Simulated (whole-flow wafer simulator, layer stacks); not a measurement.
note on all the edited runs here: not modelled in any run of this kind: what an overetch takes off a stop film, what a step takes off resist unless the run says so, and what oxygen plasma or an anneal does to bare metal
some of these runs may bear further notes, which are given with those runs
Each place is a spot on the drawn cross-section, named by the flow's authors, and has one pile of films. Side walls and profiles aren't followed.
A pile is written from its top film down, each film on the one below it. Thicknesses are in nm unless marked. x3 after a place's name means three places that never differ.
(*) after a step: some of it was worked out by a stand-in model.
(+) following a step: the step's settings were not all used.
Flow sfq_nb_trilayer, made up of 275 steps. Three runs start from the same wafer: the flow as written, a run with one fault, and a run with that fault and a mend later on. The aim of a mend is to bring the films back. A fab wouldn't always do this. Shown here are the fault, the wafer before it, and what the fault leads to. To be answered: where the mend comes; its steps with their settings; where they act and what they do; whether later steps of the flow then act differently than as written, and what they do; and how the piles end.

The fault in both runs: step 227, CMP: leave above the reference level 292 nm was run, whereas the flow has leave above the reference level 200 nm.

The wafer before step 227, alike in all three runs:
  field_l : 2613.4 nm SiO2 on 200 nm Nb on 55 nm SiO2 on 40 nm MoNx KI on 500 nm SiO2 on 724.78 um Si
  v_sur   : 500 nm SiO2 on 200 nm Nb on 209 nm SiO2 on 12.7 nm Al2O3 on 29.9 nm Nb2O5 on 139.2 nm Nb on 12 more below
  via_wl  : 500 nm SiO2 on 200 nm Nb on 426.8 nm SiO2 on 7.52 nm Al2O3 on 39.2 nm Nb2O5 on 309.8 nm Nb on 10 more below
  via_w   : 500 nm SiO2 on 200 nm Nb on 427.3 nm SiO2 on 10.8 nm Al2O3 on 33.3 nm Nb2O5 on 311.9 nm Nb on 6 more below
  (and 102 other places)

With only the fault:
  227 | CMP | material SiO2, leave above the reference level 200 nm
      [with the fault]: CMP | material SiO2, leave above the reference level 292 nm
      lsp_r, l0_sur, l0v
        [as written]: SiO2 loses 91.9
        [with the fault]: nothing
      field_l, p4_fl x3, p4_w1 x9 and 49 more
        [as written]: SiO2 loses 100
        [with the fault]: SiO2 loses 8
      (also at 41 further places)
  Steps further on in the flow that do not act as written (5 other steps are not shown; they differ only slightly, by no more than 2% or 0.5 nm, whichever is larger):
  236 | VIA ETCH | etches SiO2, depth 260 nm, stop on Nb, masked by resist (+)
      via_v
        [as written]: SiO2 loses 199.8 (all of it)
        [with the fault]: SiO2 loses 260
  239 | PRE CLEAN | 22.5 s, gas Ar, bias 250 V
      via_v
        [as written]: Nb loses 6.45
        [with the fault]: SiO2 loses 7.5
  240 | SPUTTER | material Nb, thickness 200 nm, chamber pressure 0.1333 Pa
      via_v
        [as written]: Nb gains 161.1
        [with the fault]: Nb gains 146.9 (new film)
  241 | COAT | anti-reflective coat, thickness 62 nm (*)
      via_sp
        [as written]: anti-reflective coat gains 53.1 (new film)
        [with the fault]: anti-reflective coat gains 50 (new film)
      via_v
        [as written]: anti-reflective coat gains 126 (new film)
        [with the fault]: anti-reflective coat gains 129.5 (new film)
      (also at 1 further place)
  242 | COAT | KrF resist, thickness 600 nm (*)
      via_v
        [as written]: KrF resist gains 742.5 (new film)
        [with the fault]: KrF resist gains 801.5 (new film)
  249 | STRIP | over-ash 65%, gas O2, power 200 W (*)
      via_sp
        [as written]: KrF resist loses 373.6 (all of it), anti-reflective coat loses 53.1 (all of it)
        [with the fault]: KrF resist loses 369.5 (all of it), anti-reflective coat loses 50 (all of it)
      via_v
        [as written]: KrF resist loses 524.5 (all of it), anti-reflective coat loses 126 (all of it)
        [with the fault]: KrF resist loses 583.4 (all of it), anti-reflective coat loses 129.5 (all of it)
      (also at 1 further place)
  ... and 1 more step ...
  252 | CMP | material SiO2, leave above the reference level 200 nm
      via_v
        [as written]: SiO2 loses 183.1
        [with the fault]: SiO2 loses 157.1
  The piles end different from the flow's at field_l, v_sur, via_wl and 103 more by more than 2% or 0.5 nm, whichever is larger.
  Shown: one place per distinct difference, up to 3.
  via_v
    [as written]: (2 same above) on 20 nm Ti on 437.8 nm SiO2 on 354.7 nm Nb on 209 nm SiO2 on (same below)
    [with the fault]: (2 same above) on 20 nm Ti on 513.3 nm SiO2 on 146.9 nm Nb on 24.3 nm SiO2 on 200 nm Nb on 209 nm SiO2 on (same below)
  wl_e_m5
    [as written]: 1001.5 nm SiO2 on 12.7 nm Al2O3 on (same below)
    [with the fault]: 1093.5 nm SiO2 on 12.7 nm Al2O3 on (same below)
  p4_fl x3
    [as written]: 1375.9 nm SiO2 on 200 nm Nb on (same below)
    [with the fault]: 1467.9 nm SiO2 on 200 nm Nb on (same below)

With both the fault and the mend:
  The mend follows step 228.
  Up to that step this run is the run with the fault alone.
  228a | CMP | material SiO2, leave above the reference level 200 nm (the flow's step 227 again)
      field_l, v_sur, via_wl and 100 more
        SiO2 loses 92
      lsp_r, l0_sur, l0v
        SiO2 loses 91.9
  Every later step of the flow that is run acts as written at every place that is followed.
  The piles end the same as the flow's at every place that both follow.
